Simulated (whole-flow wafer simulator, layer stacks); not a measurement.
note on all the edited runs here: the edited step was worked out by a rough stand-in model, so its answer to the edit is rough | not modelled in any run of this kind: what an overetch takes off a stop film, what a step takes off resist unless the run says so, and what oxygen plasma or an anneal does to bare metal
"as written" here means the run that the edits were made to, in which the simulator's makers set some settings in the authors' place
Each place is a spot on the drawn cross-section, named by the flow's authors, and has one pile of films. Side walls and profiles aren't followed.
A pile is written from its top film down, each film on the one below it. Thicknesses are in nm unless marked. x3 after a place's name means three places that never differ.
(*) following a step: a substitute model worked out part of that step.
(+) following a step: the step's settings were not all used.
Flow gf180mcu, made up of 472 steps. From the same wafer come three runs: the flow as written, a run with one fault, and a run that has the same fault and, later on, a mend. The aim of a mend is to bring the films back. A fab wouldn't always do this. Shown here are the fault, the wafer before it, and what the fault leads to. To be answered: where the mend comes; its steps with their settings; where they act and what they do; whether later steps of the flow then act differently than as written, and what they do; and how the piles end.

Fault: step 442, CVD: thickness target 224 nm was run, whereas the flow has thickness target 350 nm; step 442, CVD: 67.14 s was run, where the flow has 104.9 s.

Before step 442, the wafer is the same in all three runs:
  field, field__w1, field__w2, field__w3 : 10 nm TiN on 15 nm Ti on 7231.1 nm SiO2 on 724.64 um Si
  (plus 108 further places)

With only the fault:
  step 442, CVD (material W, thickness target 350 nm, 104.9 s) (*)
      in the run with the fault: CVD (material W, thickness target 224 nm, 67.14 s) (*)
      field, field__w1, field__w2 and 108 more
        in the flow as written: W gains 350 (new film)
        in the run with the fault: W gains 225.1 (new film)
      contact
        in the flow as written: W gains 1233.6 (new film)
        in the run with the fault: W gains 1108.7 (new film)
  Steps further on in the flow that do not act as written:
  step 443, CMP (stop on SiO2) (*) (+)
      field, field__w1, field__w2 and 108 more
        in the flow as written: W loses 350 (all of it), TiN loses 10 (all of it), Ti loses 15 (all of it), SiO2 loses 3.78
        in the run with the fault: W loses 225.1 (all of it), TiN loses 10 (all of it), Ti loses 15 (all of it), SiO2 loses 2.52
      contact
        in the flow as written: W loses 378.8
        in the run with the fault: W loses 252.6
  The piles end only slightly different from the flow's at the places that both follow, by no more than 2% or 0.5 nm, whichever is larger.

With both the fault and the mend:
  The mend stands after step 442.
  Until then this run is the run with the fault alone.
  step 442a, CVD (material W, thickness target 126 nm, 37.76 s) (a further turn of the flow's step 442, with different settings)
      field, field__w1, field__w2 and 109 more
        W gains 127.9
  Every later step of the flow that is run acts as written, at every place that is followed, to within 2% or 0.5 nm, whichever is larger.
  The piles end only slightly different from the flow's at the places that both follow, by no more than 2% or 0.5 nm, whichever is larger.
